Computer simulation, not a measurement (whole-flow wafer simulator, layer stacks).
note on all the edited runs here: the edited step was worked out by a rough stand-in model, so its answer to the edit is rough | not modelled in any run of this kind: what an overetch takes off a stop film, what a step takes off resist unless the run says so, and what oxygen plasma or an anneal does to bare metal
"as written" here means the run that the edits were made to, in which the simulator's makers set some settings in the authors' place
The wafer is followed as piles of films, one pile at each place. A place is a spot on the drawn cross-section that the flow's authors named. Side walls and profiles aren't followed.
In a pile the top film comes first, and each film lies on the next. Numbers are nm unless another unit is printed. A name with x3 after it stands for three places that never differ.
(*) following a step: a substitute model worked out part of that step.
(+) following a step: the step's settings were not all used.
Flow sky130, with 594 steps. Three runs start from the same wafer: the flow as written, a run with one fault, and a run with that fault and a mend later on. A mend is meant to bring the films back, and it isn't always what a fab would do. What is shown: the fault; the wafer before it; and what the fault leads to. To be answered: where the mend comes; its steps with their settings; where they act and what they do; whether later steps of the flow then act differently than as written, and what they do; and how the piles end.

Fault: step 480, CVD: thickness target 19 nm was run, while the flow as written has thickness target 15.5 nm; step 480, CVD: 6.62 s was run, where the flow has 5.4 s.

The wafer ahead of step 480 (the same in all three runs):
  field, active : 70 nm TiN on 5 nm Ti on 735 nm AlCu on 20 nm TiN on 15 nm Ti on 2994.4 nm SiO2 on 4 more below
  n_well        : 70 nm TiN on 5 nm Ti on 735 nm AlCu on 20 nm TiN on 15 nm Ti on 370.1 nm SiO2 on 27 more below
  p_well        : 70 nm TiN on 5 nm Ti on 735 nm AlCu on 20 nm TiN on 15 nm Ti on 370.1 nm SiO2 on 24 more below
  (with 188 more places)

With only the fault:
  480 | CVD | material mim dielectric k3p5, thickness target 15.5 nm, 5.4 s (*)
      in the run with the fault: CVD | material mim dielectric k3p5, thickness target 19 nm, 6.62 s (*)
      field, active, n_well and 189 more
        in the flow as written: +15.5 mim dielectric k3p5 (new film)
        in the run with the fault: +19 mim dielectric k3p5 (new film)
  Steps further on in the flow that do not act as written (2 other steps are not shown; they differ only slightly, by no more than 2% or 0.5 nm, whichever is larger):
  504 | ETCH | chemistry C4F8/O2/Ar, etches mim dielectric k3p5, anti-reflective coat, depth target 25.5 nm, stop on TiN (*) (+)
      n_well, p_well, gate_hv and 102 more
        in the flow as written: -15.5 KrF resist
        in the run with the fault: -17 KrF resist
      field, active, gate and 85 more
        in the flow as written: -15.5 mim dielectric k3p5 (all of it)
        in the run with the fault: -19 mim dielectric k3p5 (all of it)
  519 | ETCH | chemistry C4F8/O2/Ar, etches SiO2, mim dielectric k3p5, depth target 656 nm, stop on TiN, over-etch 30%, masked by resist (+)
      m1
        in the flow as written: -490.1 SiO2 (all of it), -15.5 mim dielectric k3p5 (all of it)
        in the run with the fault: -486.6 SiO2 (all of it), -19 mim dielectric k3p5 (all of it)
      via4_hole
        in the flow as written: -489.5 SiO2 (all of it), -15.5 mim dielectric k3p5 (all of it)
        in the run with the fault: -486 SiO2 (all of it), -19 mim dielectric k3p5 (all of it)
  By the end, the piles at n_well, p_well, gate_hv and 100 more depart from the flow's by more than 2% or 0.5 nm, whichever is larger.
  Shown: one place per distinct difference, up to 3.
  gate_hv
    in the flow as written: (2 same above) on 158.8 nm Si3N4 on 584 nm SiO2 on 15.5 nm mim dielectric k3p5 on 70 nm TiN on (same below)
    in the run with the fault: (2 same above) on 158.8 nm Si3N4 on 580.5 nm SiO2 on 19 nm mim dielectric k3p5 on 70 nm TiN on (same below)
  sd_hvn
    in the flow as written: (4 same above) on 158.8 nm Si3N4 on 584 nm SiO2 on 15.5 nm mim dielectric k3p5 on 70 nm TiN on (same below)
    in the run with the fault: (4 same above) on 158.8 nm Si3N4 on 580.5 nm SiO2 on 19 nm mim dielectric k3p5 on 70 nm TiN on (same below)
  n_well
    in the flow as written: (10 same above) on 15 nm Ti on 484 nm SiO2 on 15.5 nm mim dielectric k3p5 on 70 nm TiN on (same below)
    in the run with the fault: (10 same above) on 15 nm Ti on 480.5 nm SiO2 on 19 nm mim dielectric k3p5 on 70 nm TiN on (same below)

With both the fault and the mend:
  After step 480 comes the mend.
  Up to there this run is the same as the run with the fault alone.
  480a | ETCH | chemistry C4F8/O2/Ar, etches mim dielectric k3p5, anti-reflective coat, depth target 3.5 nm (*) (the flow's step 450 again, with other settings)
      field, active, n_well and 189 more
        -3.5 mim dielectric k3p5
  None of the later steps of the flow acts differently than as written at any place that is followed.
  At every place that both follow, the piles at the end match the flow's.
